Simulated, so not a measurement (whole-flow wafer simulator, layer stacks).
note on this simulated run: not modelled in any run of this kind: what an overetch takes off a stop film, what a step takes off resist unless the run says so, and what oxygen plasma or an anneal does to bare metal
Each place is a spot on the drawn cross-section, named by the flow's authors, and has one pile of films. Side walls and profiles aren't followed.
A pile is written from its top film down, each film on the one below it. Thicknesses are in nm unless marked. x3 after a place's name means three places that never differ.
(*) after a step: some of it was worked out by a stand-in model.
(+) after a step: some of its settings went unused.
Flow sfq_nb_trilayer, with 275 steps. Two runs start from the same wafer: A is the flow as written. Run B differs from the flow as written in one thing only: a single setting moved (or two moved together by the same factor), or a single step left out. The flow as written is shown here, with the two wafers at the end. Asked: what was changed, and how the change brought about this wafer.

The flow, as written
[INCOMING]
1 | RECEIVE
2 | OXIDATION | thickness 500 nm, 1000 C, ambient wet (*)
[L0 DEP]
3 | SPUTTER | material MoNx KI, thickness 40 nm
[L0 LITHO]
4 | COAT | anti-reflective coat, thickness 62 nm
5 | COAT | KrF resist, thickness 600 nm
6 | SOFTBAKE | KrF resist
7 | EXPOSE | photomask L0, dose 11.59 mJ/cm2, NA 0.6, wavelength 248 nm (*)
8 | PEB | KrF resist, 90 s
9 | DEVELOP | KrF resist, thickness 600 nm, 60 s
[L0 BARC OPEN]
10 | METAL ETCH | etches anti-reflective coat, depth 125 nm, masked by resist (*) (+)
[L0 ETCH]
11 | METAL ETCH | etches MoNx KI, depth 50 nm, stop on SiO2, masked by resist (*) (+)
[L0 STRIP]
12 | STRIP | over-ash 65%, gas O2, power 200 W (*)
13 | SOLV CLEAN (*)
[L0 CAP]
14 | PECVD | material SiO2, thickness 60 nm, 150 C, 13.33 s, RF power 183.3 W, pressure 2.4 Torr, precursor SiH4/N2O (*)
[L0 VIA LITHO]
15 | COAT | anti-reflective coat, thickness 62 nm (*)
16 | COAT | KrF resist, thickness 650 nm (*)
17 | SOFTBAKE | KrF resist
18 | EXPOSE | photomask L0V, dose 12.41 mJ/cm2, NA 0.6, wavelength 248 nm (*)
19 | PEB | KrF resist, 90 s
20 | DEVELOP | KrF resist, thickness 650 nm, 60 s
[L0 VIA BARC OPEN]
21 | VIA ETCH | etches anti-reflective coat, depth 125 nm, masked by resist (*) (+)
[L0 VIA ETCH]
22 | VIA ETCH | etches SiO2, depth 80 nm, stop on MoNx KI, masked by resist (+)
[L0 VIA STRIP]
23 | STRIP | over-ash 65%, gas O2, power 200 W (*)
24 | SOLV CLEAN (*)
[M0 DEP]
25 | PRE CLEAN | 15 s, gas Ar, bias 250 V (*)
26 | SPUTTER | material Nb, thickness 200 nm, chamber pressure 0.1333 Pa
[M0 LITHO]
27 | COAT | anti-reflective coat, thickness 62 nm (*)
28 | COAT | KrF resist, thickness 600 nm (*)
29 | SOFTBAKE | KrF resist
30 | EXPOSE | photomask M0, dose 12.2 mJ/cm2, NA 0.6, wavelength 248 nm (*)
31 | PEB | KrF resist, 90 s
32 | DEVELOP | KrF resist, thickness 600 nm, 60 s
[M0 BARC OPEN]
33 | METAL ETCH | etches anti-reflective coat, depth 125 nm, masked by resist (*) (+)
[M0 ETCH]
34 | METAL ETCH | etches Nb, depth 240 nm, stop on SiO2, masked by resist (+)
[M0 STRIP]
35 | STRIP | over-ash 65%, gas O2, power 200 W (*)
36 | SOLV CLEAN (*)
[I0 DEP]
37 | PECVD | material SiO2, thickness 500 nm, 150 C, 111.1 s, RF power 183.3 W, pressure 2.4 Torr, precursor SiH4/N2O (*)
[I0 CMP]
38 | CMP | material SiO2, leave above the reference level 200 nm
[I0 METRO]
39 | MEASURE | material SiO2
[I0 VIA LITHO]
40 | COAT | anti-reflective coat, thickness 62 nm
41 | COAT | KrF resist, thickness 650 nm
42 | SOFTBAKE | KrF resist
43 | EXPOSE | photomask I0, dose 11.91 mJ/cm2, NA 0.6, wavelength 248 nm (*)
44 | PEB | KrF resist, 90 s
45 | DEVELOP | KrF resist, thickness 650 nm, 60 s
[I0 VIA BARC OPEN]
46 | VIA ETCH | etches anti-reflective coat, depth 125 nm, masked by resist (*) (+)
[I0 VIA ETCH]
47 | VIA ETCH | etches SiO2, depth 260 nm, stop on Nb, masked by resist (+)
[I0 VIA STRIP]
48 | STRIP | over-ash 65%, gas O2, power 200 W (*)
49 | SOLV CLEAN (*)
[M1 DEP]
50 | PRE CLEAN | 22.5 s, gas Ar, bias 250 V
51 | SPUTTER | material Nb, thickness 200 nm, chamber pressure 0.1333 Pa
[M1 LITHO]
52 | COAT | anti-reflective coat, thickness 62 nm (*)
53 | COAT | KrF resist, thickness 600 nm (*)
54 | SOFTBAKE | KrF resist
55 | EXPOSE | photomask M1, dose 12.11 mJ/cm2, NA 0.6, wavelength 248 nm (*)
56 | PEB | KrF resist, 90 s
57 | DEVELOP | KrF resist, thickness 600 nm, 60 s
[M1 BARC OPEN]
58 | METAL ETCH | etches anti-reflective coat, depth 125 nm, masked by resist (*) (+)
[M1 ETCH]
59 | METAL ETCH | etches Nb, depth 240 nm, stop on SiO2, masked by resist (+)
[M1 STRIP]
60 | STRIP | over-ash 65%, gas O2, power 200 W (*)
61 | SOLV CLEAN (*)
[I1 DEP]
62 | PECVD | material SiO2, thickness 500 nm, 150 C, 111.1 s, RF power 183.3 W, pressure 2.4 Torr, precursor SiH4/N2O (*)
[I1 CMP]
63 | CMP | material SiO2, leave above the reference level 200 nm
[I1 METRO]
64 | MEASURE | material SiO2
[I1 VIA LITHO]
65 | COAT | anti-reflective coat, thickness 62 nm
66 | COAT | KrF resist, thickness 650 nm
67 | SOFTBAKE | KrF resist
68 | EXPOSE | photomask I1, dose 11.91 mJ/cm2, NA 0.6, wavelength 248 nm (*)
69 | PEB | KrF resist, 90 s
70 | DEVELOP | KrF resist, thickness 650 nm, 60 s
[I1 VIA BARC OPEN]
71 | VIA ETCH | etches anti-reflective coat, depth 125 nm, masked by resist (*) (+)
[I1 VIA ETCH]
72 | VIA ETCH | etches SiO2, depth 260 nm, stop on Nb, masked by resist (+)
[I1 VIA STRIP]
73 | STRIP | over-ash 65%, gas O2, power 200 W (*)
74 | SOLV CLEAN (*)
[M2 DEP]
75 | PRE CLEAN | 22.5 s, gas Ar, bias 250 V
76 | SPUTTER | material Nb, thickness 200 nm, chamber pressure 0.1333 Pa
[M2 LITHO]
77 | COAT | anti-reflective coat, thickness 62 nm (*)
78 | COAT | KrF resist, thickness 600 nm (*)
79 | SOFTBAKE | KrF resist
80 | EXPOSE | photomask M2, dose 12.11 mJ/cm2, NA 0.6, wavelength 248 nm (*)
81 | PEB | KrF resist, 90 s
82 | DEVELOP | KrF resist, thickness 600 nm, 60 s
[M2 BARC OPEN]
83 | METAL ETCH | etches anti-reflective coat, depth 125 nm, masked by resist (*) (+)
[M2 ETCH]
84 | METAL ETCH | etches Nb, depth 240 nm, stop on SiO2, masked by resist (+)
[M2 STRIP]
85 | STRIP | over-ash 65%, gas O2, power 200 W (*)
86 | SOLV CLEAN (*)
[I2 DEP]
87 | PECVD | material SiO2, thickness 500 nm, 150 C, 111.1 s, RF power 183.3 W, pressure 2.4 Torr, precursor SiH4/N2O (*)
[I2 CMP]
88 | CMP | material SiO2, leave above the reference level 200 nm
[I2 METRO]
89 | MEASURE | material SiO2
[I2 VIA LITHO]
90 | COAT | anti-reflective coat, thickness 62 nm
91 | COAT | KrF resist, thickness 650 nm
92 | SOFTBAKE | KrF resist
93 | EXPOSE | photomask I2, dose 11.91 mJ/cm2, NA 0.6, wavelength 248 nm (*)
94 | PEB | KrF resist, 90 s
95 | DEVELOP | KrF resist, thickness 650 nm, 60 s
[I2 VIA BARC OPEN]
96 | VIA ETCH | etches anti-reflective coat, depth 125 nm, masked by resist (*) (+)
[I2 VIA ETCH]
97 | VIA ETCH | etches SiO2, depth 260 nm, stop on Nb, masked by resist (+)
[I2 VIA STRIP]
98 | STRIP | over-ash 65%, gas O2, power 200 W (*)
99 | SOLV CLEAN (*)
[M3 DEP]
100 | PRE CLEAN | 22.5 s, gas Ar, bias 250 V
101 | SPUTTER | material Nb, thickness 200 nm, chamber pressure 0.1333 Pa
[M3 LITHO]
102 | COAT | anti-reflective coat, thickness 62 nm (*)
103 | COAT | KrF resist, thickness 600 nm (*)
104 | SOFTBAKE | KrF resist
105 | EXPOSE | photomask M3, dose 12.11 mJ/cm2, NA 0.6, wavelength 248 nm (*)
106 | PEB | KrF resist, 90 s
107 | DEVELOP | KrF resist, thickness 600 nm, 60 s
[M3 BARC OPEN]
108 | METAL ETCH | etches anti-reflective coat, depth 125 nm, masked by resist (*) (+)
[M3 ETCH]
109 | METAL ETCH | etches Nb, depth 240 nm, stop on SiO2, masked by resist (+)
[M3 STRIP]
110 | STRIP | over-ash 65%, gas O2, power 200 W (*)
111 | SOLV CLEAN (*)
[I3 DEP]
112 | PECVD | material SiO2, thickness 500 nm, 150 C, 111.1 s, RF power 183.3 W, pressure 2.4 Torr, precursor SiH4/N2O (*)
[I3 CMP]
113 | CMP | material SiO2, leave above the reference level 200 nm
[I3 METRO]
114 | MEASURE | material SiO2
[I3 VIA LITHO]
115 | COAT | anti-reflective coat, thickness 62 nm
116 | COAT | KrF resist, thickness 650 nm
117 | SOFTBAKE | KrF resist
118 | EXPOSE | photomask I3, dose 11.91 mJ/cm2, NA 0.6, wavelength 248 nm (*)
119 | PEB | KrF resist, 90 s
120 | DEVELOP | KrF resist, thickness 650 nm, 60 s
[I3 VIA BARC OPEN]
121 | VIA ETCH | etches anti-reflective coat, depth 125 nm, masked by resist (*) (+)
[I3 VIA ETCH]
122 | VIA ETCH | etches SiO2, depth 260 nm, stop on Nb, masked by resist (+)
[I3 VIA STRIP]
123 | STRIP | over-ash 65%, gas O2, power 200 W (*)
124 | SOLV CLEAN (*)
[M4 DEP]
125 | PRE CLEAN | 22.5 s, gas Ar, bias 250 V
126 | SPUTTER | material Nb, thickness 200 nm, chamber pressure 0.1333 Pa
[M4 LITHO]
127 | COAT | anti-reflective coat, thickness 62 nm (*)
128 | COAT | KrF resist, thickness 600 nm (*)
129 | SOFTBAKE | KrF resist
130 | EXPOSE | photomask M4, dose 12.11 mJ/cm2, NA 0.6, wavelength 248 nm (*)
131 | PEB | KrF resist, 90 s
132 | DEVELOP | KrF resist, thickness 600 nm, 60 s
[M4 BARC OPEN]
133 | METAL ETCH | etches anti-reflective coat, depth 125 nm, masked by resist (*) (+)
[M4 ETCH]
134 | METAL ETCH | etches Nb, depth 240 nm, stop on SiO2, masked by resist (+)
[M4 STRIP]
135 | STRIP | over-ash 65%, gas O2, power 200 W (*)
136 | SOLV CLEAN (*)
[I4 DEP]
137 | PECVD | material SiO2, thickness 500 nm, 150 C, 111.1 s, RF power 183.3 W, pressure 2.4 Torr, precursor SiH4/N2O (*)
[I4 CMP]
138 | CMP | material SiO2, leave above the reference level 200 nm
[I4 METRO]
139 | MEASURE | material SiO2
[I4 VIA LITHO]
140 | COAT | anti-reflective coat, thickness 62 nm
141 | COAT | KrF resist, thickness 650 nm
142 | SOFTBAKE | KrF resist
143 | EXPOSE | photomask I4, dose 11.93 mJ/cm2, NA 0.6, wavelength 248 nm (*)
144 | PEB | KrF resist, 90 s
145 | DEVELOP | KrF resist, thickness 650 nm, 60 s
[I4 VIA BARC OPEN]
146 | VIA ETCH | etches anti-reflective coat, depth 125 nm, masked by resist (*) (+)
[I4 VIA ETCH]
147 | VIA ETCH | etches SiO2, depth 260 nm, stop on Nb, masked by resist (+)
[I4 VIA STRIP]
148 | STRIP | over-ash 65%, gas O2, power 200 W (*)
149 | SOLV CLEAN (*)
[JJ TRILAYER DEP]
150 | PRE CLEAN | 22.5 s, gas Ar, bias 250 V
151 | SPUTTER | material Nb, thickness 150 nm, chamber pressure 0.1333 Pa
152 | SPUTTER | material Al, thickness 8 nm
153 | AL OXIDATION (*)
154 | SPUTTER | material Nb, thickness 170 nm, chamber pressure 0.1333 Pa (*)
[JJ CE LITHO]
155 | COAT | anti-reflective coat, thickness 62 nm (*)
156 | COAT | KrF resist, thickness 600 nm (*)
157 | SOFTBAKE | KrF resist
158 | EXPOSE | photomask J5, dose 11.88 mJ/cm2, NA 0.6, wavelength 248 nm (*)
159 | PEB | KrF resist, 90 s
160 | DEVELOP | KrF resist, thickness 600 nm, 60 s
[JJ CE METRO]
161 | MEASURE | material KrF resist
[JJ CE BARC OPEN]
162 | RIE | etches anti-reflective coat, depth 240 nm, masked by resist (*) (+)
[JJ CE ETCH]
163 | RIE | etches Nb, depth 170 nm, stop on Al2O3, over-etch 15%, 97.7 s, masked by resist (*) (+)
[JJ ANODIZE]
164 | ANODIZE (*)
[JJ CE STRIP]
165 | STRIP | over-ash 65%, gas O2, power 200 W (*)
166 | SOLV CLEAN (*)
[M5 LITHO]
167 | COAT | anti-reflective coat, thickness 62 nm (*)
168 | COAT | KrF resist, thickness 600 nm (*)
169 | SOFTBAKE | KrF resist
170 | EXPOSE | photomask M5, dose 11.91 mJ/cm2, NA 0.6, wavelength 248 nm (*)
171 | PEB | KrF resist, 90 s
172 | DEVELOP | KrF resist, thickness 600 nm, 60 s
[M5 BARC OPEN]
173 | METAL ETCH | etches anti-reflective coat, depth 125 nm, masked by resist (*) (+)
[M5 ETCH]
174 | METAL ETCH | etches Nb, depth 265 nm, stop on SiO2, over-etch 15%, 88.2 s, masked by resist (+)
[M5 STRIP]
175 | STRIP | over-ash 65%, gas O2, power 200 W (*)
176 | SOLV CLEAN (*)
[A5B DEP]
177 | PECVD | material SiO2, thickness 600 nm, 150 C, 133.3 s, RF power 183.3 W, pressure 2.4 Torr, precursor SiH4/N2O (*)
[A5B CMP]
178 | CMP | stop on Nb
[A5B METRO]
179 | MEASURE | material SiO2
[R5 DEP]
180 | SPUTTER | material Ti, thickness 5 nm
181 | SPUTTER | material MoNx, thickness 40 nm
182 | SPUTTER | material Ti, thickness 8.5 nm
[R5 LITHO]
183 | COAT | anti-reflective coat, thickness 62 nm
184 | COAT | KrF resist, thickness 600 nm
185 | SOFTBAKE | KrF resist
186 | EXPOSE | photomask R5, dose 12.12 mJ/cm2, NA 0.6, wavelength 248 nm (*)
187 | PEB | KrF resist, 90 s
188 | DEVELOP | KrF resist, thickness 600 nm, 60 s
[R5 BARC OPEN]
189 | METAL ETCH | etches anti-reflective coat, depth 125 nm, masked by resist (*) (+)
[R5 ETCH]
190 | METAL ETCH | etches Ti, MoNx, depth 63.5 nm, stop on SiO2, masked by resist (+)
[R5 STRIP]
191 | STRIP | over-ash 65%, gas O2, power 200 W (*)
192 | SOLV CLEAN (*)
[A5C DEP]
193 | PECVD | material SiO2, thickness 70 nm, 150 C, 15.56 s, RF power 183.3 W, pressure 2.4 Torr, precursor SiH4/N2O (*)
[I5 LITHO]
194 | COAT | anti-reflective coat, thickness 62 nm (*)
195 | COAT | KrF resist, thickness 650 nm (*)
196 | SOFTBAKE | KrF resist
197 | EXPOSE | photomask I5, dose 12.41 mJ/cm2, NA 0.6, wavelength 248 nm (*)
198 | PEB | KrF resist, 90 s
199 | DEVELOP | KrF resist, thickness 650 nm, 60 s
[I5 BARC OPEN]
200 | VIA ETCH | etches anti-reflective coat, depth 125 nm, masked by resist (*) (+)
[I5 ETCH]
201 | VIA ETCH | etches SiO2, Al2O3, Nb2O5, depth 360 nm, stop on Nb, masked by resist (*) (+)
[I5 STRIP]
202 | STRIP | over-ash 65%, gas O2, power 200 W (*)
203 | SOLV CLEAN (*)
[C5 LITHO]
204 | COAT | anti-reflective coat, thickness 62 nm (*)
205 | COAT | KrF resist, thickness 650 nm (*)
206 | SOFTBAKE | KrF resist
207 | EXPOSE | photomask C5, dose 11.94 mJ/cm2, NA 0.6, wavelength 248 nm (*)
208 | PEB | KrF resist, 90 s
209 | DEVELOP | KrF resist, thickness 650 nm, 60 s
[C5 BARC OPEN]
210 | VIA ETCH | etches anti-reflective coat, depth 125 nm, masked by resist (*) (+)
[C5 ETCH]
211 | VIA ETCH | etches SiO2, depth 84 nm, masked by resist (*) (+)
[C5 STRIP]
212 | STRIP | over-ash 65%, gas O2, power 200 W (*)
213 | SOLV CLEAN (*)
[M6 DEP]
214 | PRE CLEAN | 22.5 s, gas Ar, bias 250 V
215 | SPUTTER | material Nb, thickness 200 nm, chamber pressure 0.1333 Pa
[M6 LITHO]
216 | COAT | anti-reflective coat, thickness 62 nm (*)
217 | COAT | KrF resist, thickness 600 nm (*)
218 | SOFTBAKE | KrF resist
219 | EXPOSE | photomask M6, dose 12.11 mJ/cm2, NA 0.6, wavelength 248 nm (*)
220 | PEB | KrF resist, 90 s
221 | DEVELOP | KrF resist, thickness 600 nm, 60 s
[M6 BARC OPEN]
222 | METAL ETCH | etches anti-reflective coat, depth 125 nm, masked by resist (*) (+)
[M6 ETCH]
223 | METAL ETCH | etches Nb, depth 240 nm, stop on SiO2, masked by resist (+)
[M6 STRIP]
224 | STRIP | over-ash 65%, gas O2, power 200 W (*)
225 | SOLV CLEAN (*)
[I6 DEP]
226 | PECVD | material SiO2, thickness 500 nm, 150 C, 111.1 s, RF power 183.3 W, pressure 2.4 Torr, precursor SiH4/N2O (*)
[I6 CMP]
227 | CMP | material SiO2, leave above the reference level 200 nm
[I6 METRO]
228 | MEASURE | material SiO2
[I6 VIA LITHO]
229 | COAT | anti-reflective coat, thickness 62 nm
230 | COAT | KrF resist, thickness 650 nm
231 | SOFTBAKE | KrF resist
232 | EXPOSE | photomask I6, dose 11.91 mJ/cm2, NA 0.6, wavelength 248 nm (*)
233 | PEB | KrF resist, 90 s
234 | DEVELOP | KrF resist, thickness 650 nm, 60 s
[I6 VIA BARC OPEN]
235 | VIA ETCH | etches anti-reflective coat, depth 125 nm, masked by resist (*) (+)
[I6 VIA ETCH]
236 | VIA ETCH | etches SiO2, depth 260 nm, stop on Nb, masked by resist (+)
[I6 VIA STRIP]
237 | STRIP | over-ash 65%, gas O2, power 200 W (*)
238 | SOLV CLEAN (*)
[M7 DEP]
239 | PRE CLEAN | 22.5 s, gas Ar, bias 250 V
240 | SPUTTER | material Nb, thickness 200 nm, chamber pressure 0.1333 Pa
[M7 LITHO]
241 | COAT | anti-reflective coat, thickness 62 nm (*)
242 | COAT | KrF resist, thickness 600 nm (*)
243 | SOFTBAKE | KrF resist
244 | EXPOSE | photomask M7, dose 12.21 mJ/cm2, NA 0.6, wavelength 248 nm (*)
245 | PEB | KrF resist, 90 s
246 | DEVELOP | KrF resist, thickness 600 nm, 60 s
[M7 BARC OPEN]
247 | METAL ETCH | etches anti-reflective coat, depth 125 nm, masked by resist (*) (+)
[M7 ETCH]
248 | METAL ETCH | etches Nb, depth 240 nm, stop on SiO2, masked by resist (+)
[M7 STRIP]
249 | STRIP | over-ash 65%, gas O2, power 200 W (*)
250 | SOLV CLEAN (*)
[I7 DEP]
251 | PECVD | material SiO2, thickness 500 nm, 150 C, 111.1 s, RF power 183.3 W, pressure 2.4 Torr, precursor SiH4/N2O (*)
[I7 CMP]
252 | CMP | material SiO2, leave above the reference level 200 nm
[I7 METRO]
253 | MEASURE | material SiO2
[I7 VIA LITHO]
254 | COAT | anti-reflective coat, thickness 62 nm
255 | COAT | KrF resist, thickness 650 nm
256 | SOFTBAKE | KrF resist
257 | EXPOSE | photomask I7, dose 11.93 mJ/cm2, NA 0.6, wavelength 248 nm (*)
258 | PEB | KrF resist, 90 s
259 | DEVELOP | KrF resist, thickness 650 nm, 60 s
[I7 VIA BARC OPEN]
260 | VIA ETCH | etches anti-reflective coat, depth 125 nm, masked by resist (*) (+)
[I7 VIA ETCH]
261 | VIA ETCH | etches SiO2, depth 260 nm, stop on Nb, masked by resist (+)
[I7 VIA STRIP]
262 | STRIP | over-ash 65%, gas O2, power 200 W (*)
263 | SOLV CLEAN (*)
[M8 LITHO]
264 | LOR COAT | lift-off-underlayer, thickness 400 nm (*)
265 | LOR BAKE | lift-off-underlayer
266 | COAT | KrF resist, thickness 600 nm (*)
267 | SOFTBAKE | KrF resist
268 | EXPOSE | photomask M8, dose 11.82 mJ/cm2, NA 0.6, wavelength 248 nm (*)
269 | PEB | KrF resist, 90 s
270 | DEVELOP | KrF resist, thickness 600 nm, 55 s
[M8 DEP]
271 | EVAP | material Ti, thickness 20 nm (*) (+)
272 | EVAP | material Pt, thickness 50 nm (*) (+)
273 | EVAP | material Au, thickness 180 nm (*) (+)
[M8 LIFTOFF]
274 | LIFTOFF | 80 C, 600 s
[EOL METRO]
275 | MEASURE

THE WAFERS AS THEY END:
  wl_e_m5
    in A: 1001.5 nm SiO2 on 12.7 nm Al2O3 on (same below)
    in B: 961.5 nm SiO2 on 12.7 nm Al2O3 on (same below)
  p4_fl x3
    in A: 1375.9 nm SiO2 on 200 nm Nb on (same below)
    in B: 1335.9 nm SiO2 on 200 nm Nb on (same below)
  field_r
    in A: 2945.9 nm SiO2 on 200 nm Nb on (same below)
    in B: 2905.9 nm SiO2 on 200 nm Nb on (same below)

Cause: step 240, SPUTTER: thickness 160 nm was run, whereas the flow has thickness 200 nm.

How this came from the change, step by step:
  240 | SPUTTER | material Nb, thickness 200 nm, chamber pressure 0.1333 Pa
      field_l, v_sur, via_wl and 102 more: A +200 Nb (new film) | B +160 Nb (new film)
      via_v: A +161.1 Nb | B +128.8 Nb
  248 | METAL ETCH | etches Nb, depth 240 nm, stop on SiO2, masked by resist (+)
      field_l, field_r, lsp_l and 62 more: A -200 Nb (all of it) | B -160 Nb (all of it)
  251 | PECVD | material SiO2, thickness 500 nm, 150 C, 111.1 s, RF power 183.3 W, pressure 2.4 Torr, precursor SiH4/N2O (*)
      m7r_space_l x2: A +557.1 SiO2 | B +517.1 SiO2
  252 | CMP | material SiO2, leave above the reference level 200 nm
      field_l, p4_fl x3, p4_w1 x9 and 46 more: A -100 SiO2 | B -140 SiO2
      field_r, lsp_l: A -77.7 SiO2 | B -122.1 SiO2
      (as well as at 3 more places)
